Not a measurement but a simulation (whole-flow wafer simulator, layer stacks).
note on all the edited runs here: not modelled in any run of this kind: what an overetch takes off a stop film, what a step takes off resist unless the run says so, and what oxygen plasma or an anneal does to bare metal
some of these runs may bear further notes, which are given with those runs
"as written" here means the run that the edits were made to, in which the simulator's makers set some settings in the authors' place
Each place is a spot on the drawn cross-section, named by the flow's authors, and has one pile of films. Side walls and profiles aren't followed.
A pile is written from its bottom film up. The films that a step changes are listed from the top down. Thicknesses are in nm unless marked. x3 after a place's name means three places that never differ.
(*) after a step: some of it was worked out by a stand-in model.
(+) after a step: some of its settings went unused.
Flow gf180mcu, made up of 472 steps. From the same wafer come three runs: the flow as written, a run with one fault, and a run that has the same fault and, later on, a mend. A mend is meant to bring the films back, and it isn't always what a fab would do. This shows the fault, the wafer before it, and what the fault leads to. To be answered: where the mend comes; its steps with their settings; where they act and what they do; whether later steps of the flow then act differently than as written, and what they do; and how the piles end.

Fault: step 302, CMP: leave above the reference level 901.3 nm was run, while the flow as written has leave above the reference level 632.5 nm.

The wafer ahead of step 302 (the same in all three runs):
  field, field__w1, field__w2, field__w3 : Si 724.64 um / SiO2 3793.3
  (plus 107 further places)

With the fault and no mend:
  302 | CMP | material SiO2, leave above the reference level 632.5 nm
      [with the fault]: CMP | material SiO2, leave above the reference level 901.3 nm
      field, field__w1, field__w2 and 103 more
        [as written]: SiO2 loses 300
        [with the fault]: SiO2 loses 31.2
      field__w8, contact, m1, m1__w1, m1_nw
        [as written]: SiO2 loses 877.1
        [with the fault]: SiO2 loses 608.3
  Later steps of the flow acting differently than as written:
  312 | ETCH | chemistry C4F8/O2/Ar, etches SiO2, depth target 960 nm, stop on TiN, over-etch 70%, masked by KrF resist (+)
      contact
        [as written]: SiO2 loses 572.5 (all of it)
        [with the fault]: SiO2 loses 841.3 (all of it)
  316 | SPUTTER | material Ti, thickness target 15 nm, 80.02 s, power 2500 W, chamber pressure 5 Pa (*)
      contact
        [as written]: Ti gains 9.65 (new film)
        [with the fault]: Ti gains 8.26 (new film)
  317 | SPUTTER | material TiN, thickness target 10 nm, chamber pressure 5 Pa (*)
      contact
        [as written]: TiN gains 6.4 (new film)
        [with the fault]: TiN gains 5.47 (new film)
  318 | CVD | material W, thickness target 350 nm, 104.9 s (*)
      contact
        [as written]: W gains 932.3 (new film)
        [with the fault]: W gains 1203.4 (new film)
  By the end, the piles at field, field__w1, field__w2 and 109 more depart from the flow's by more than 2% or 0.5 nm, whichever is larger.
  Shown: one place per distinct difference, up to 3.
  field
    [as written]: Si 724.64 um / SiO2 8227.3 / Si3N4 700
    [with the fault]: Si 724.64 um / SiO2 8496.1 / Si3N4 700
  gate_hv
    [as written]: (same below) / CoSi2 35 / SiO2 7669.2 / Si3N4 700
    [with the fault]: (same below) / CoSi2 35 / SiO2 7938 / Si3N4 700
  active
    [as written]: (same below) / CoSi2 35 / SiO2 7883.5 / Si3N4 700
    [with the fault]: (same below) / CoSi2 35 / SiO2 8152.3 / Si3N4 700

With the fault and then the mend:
  After step 310 comes the mend.
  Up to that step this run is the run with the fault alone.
  310a | STRIP | chemistry O2/N2, power 2160 W, pressure 1700 mTorr (*)
      field, field__w1, field__w2 and 107 more
        KrF resist loses 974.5 (all of it), anti-reflective coat loses 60 (all of it)
      contact
        anti-reflective coat loses 60 (all of it)
  310b | CMP | material SiO2, leave above the reference level 632.5 nm (the flow's step 302 again)
      field, field__w1, field__w2 and 108 more
        SiO2 loses 268.8
  310c | HMDS | 120 C, 60 s (the flow's step 304 again)
      does not change any film at any place that is followed
  310d | COAT | anti-reflective coat, thickness 60 nm, 182 C, 71 s (the flow's step 305 again)
      field, field__w1, field__w2 and 108 more
        anti-reflective coat gains 60 (new film)
  310e | COAT | KrF resist, thickness 1000 nm (the flow's step 306 again)
      field, field__w1, field__w2 and 108 more
        KrF resist gains 1000 (new film)
  310f | SOFTBAKE | KrF resist (the flow's step 307 again)
      does not change any film at any place that is followed
  310g | EXPOSE | photomask Via2 (the flow's step 308 again)
      does not change any film at any place that is followed
  310h | PEB | KrF resist, 135 C, 90 s (the flow's step 309 again)
      field, field__w1, field__w2 and 108 more
        KrF resist loses 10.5
  310i | DEVELOP | KrF resist, thickness 1000 nm, 60 s (the flow's step 310 again)
      field, field__w1, field__w2 and 107 more
        KrF resist loses 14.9
      contact
        KrF resist loses 989.5 (all of it)
  None of the later steps of the flow acts differently than as written at any place that is followed.
  At every place that both follow, the piles at the end match the flow's.
